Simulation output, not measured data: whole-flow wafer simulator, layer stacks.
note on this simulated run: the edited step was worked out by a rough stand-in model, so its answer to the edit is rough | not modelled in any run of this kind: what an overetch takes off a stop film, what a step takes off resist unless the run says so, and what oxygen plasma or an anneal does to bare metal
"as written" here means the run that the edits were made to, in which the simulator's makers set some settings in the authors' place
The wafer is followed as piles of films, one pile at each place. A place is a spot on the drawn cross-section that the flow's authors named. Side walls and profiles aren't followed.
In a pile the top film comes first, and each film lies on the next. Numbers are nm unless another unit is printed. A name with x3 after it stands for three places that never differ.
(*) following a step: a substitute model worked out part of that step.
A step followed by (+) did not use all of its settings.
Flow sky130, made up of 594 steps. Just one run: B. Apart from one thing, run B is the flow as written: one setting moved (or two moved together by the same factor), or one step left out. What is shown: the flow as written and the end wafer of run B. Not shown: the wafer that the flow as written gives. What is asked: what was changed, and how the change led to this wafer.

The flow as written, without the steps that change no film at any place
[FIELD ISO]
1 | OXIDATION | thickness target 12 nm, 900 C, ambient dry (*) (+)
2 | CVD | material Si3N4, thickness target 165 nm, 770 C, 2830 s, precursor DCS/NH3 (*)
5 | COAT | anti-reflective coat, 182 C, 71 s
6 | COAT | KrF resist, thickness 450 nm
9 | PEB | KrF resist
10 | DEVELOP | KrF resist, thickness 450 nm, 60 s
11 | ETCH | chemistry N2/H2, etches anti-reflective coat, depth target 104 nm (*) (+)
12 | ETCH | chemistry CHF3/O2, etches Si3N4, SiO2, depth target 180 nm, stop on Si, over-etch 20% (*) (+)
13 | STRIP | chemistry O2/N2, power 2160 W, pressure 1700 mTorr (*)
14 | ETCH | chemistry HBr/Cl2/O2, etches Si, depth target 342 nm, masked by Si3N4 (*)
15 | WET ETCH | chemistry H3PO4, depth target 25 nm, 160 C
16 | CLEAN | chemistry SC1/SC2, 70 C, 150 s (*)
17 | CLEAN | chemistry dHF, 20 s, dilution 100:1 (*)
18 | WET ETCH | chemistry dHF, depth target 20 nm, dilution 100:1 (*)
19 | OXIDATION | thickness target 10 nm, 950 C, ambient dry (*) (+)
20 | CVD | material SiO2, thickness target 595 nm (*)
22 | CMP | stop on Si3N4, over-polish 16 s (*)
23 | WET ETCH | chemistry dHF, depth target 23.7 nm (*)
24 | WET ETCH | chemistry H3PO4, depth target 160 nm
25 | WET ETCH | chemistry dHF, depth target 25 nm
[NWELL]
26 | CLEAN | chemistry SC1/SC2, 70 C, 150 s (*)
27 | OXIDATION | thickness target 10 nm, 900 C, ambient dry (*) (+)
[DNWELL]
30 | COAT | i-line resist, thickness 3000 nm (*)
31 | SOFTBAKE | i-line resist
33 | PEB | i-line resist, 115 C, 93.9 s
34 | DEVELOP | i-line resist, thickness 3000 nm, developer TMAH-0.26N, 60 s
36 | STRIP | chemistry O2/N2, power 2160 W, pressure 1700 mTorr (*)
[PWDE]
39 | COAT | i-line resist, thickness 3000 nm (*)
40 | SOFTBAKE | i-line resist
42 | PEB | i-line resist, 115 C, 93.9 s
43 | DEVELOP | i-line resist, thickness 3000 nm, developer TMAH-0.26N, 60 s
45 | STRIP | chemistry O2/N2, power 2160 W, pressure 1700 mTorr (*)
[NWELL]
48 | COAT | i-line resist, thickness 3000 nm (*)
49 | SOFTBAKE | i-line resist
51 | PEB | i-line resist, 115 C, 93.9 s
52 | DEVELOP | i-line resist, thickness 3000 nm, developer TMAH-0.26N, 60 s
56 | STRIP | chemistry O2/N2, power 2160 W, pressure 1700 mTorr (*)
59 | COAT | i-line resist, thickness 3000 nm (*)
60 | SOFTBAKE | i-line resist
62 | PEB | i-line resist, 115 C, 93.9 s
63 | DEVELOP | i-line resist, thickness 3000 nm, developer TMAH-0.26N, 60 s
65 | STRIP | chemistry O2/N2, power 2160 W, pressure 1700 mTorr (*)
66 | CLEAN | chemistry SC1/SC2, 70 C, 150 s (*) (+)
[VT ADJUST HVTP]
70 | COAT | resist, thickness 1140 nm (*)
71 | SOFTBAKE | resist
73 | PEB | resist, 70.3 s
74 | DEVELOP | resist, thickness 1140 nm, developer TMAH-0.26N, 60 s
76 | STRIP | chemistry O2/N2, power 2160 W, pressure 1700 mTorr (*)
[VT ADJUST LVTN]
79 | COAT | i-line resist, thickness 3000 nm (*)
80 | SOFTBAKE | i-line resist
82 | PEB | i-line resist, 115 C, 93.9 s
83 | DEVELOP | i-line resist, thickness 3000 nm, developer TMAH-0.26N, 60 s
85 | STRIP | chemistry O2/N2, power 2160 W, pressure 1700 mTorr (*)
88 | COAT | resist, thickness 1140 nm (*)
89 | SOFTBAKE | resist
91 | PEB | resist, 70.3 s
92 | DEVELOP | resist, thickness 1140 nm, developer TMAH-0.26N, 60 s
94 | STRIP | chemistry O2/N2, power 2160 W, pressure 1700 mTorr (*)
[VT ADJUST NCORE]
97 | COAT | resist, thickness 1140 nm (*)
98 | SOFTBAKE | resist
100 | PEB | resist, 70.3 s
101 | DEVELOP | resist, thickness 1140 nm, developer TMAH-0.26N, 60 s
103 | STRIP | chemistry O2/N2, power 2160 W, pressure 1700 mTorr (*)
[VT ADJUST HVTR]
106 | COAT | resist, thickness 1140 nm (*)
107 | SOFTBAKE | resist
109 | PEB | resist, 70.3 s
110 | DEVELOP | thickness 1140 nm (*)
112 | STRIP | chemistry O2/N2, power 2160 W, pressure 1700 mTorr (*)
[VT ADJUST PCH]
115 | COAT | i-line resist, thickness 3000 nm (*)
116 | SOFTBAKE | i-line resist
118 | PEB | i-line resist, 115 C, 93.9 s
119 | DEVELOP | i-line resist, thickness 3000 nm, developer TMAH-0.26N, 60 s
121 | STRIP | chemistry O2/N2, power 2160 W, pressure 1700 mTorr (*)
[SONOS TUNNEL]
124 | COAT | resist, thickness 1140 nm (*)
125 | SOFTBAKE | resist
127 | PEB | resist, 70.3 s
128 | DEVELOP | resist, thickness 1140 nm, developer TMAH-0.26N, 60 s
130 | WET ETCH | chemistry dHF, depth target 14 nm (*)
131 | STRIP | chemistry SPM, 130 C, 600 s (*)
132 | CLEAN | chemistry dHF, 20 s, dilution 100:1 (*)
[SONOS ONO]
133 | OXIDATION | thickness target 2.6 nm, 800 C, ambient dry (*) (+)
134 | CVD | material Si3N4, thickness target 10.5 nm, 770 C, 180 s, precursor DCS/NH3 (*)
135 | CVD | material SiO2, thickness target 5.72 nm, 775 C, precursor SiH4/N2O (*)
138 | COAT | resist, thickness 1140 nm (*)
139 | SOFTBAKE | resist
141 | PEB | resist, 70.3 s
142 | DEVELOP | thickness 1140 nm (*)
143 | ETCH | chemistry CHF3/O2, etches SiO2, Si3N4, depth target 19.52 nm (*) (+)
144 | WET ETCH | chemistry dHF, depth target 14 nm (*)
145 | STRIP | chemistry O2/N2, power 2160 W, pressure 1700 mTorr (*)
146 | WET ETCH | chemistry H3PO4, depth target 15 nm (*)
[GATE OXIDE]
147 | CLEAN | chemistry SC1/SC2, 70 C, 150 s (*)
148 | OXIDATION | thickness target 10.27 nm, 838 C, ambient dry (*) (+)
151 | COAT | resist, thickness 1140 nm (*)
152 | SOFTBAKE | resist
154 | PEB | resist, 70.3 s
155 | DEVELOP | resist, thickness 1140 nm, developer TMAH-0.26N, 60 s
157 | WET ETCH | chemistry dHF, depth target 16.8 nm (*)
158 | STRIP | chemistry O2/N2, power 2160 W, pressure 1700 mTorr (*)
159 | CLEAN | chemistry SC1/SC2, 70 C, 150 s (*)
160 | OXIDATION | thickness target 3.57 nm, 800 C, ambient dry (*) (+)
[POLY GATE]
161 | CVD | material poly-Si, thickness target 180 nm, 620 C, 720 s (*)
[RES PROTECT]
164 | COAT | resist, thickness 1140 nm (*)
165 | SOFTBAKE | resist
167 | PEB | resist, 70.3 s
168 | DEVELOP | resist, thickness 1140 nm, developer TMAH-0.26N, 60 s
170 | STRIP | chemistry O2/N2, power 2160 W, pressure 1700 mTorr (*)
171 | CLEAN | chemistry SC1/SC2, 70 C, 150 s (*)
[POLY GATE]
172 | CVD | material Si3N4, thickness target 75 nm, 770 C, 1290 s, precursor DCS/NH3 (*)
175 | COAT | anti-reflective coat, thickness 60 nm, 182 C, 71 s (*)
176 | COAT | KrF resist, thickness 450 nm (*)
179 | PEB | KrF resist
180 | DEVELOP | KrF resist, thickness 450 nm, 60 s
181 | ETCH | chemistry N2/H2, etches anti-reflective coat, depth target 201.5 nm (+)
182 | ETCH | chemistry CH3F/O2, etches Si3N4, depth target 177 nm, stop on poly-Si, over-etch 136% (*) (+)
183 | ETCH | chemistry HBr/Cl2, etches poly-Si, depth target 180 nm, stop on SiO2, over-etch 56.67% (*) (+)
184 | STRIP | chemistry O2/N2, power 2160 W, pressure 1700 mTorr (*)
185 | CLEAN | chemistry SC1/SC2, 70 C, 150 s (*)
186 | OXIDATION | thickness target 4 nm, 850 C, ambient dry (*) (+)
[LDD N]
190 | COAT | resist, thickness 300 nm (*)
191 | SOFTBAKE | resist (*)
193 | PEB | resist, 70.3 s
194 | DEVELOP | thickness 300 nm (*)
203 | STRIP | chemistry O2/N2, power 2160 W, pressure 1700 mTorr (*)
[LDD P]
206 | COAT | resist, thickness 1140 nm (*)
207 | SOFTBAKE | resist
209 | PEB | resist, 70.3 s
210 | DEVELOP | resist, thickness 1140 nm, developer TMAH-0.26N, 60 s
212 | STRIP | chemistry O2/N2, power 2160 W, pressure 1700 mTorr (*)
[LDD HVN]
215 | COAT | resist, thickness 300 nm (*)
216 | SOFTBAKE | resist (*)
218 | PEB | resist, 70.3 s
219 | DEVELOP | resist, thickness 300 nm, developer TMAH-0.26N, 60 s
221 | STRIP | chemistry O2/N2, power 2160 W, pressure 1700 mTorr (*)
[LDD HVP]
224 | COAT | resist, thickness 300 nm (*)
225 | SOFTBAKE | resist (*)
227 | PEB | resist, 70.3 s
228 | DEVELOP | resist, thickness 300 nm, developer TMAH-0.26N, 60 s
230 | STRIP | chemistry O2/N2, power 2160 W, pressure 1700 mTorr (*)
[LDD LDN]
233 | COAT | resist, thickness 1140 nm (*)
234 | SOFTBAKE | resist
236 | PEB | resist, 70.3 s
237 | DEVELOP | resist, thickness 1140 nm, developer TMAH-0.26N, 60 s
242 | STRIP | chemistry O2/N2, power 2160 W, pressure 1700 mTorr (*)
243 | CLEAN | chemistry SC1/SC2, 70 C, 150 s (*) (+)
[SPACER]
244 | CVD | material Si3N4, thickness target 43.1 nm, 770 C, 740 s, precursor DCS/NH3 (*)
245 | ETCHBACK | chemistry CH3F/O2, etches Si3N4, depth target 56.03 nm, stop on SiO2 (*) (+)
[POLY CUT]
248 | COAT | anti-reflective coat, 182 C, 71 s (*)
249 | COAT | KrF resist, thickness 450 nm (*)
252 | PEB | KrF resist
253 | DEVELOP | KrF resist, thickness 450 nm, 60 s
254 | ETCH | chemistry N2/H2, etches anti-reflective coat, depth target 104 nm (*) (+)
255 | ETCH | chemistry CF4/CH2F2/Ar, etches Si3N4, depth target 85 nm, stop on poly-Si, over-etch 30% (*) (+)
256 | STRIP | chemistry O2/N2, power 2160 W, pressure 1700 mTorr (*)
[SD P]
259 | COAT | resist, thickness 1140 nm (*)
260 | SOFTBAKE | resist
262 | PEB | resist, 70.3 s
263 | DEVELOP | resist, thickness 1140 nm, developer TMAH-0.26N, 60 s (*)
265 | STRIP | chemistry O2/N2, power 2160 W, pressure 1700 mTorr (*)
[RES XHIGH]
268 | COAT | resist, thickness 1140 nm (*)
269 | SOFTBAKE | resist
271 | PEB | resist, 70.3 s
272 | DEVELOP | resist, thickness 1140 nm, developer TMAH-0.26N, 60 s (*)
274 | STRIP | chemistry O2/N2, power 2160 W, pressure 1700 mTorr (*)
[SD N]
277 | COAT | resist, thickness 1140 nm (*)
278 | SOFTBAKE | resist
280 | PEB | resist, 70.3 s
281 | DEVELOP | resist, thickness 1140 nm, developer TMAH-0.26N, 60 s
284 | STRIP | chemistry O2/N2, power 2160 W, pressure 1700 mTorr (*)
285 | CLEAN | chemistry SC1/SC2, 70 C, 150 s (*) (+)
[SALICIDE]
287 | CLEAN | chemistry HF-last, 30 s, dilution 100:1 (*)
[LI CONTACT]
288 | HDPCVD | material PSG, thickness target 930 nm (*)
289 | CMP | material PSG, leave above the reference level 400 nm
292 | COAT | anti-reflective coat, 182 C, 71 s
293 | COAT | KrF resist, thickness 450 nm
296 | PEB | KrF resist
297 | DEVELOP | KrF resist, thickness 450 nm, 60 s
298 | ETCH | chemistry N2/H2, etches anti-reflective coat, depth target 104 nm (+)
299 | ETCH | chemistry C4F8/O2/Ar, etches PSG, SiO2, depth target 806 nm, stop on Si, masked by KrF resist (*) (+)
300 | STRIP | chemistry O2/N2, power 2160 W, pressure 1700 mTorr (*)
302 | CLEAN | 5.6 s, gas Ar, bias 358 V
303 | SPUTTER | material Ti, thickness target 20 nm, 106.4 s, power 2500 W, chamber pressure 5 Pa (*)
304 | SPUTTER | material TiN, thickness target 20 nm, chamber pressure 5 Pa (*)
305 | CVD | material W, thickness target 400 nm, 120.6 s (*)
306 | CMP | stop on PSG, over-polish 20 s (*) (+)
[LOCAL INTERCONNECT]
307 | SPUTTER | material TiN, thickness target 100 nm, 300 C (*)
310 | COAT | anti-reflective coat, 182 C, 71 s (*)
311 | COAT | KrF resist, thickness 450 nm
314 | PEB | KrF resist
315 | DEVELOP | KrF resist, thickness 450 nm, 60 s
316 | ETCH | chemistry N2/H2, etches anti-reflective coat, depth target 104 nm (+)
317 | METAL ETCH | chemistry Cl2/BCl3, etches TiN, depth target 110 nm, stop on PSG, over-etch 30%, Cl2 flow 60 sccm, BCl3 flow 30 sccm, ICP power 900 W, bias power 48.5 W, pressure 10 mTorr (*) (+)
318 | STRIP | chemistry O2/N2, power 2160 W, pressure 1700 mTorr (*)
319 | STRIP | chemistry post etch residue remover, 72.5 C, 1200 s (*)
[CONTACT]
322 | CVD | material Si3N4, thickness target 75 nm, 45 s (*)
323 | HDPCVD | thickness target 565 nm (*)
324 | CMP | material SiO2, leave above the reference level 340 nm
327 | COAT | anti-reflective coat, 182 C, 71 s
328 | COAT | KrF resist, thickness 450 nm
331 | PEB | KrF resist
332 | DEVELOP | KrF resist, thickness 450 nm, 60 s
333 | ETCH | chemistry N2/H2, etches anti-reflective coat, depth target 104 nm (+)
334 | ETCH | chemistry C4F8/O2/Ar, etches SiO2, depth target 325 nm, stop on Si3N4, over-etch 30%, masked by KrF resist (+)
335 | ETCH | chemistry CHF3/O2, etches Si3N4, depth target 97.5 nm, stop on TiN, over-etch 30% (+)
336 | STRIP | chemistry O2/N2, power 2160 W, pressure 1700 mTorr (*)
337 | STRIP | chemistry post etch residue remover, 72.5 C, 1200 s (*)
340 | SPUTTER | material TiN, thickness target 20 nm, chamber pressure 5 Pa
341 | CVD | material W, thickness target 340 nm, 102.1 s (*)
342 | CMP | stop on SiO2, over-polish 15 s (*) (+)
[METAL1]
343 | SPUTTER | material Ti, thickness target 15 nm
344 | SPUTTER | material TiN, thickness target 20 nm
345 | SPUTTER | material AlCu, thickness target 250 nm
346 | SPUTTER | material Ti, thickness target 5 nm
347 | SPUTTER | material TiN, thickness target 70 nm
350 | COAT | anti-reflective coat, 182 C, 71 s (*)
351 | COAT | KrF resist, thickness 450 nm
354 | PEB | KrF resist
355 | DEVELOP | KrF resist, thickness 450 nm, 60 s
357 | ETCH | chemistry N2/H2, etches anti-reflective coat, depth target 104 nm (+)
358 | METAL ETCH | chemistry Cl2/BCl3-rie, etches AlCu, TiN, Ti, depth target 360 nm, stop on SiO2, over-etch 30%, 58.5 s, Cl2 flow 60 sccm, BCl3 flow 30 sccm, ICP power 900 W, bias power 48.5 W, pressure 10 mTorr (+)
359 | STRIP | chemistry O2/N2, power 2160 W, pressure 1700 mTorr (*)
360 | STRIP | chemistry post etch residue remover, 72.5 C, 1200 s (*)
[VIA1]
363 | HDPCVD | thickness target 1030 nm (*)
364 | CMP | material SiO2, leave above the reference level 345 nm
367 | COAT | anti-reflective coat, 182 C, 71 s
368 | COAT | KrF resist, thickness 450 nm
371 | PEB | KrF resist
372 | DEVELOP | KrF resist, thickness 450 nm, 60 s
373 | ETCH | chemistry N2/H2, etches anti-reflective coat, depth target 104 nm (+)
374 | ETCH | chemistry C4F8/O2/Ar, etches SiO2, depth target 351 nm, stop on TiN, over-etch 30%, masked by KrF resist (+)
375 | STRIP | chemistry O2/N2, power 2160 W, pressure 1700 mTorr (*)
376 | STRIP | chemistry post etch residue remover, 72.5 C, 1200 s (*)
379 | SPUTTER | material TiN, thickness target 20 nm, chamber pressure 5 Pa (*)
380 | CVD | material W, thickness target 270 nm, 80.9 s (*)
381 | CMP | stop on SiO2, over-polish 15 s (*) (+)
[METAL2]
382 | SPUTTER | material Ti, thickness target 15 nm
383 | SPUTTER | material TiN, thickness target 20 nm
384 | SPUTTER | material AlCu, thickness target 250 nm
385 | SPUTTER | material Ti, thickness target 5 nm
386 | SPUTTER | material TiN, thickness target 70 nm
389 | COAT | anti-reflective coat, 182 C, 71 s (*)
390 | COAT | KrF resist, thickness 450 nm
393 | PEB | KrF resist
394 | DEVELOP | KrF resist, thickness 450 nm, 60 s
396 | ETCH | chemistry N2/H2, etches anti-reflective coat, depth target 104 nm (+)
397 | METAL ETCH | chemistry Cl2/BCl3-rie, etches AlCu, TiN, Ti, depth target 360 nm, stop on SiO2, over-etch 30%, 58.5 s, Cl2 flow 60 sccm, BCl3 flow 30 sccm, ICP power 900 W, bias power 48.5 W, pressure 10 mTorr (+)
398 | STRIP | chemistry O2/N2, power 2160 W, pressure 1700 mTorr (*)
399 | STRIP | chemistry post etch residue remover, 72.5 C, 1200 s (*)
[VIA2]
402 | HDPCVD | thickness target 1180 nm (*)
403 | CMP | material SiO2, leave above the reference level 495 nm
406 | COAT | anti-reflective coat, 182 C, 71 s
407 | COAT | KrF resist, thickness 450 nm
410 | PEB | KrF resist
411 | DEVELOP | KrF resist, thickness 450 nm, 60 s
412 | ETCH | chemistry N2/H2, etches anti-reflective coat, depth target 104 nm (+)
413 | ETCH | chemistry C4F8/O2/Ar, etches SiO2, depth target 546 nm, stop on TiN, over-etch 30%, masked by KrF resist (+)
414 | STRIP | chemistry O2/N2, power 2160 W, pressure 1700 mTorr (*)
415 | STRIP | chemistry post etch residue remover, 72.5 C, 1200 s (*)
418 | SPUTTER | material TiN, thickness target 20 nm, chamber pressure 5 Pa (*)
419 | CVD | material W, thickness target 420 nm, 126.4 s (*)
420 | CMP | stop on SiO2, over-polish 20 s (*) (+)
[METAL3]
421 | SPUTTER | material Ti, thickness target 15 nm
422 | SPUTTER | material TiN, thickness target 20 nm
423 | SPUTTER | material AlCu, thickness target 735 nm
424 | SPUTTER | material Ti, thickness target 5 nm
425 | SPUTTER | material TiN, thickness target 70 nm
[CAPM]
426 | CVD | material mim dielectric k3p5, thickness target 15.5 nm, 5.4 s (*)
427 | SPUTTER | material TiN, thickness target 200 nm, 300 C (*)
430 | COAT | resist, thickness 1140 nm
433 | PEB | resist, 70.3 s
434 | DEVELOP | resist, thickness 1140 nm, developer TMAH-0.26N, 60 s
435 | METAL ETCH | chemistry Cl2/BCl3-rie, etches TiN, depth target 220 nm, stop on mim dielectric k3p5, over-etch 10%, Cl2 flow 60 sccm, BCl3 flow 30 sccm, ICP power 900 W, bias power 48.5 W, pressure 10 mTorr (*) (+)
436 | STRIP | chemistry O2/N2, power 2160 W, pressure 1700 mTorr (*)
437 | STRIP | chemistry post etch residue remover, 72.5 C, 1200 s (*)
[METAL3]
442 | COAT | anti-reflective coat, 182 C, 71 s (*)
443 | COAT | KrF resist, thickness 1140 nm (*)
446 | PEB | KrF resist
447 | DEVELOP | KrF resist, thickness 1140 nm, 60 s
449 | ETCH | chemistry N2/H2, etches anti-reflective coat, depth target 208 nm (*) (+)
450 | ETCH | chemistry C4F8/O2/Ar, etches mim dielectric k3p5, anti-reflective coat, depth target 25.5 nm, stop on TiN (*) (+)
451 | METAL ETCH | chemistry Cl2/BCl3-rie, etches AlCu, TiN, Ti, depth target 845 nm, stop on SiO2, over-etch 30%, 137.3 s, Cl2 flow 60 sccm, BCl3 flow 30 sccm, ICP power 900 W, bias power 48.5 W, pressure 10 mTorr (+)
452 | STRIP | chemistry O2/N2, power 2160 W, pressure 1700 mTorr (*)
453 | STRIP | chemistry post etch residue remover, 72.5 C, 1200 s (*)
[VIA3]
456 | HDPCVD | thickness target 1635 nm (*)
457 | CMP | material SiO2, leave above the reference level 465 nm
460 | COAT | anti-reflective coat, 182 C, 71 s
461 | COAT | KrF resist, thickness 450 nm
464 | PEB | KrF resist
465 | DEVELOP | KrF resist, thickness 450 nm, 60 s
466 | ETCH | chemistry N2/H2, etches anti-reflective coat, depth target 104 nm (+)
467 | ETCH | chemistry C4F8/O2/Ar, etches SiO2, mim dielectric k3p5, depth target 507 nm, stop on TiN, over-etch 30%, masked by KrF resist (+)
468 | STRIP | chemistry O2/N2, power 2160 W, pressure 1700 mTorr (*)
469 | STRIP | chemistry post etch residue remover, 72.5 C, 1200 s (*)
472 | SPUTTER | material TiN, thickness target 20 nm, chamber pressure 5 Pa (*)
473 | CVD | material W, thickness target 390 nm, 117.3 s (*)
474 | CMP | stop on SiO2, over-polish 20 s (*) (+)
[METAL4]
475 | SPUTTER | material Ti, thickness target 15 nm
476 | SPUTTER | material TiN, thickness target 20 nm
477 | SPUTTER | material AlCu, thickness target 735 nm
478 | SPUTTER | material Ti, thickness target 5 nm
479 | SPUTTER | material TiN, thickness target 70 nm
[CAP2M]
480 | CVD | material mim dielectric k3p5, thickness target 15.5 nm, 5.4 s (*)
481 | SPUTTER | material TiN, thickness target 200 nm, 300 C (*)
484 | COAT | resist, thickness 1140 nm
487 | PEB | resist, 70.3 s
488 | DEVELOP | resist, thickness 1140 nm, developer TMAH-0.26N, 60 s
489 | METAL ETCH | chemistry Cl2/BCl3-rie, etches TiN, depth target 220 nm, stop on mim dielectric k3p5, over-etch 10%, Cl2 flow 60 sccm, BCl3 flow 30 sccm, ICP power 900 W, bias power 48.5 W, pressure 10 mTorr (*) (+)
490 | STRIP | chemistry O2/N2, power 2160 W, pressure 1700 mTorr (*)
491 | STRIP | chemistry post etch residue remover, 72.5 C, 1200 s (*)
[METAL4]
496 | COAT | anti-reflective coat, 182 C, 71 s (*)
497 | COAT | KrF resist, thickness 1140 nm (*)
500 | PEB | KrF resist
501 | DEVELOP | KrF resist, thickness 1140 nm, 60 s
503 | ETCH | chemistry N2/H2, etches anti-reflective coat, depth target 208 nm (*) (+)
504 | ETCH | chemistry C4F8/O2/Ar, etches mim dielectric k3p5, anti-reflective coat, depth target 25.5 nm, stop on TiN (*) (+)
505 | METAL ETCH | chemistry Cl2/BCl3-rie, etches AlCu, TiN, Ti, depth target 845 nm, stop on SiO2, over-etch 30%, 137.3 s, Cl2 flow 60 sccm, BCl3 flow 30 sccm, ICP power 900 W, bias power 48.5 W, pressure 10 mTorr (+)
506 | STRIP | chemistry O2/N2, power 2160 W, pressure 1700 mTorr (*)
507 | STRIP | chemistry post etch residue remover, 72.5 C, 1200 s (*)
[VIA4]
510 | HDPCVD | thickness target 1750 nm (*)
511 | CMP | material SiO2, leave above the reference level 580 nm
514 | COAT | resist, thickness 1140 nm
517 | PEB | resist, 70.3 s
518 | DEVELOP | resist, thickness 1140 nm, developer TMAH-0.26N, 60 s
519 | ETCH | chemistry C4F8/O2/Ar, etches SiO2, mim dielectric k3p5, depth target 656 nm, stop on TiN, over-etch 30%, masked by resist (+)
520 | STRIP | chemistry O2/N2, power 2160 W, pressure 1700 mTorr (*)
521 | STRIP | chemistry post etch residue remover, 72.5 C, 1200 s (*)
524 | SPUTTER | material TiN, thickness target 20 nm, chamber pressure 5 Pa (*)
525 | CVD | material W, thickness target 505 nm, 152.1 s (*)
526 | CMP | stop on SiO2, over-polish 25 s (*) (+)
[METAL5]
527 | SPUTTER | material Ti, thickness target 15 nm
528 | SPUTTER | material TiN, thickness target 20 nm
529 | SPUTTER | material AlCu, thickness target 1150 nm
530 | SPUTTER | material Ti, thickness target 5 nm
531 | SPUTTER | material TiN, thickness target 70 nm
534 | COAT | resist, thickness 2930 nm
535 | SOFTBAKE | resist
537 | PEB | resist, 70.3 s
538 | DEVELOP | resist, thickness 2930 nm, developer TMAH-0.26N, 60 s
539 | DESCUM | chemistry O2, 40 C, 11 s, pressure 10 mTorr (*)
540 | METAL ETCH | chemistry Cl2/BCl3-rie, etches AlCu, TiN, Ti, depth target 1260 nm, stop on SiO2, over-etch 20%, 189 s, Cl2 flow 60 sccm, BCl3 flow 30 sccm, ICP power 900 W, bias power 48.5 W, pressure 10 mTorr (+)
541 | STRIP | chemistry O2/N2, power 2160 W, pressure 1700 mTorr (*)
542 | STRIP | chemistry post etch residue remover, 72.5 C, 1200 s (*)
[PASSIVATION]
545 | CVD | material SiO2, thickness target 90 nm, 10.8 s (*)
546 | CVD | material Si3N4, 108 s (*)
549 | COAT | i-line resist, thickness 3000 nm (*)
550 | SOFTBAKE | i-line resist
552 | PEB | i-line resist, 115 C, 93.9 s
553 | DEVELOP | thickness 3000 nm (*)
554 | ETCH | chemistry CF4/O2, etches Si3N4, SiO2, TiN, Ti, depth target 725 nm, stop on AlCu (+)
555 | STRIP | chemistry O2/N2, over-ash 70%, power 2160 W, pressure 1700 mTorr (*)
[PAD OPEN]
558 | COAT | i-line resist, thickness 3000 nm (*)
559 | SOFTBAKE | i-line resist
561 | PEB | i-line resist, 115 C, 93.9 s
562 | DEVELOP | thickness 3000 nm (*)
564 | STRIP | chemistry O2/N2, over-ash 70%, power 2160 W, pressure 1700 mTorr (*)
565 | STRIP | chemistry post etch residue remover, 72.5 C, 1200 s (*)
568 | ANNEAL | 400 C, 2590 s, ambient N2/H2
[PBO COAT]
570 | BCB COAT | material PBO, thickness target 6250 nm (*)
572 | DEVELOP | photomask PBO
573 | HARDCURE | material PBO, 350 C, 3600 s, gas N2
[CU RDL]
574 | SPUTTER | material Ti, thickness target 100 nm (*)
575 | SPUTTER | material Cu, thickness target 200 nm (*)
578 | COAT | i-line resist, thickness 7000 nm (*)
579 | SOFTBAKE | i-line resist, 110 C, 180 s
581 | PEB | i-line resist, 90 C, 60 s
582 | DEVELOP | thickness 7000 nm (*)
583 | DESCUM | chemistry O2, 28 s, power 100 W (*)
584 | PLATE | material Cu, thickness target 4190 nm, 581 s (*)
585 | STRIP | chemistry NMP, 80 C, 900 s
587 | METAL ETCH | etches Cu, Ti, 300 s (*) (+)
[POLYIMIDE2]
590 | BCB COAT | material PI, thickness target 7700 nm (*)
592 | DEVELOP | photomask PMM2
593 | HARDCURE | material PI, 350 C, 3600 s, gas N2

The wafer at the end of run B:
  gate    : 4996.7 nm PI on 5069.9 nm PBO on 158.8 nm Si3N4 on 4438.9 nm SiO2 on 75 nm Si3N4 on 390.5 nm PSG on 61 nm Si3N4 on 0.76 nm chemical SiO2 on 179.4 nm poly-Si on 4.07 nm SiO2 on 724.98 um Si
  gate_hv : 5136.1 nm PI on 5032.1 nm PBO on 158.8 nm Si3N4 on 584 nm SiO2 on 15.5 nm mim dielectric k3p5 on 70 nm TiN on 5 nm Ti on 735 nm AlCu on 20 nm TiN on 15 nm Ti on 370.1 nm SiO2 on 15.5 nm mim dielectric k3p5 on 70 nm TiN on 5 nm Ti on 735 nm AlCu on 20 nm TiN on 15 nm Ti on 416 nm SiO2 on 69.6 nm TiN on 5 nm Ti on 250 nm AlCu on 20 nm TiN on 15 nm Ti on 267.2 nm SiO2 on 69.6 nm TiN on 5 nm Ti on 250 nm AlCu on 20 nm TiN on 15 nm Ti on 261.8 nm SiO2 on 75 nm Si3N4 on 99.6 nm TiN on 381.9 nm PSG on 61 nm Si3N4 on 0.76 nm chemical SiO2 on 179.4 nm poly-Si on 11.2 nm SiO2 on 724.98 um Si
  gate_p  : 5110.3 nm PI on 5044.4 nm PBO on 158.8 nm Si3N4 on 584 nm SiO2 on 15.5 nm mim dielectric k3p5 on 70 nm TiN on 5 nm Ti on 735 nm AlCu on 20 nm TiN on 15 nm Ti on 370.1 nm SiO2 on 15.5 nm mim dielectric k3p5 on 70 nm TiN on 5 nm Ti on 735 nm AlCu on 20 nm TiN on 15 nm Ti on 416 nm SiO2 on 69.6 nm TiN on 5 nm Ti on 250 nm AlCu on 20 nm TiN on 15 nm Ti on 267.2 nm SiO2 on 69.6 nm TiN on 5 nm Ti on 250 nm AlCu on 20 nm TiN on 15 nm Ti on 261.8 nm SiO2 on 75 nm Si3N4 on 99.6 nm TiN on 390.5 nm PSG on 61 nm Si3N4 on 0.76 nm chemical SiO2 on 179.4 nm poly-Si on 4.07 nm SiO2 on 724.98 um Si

The reason: step 160, OXIDATION: thickness target 4.07 nm was run, though the flow has thickness target 3.57 nm.
One can read it off the wafer: gate has SiO2 4.07, and step 160 as written asks for 3.57 nm.

The path from the change to this, step by step:
  160 | OXIDATION | thickness target 3.57 nm, 800 C, ambient dry (*) (+)
      active, n_well, p_well and 58 more: +4.07 SiO2 (new film), -0.76 chemical SiO2 (all of it), -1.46 Si (as written it would have been: +3.57 SiO2 (new film), -0.76 chemical SiO2 (all of it), -1.24 Si)
  248 | COAT | anti-reflective coat, 182 C, 71 s (*)
      m1: +15.5 anti-reflective coat (new film) (as written it would have been: +16.3 anti-reflective coat (new film))
      sonos_cell: +8.36 anti-reflective coat (new film) (as written it would have been: +8.94 anti-reflective coat (new film))
  256 | STRIP | chemistry O2/N2, power 2160 W, pressure 1700 mTorr (*)
      m1: -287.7 KrF resist (all of it), -15.5 anti-reflective coat (all of it) (as written it would have been: -287.2 KrF resist (all of it), -16.3 anti-reflective coat (all of it))
      sonos_cell: -281.4 KrF resist (all of it), -8.36 anti-reflective coat (all of it) (as written it would have been: -280.8 KrF resist (all of it), -8.94 anti-reflective coat (all of it))
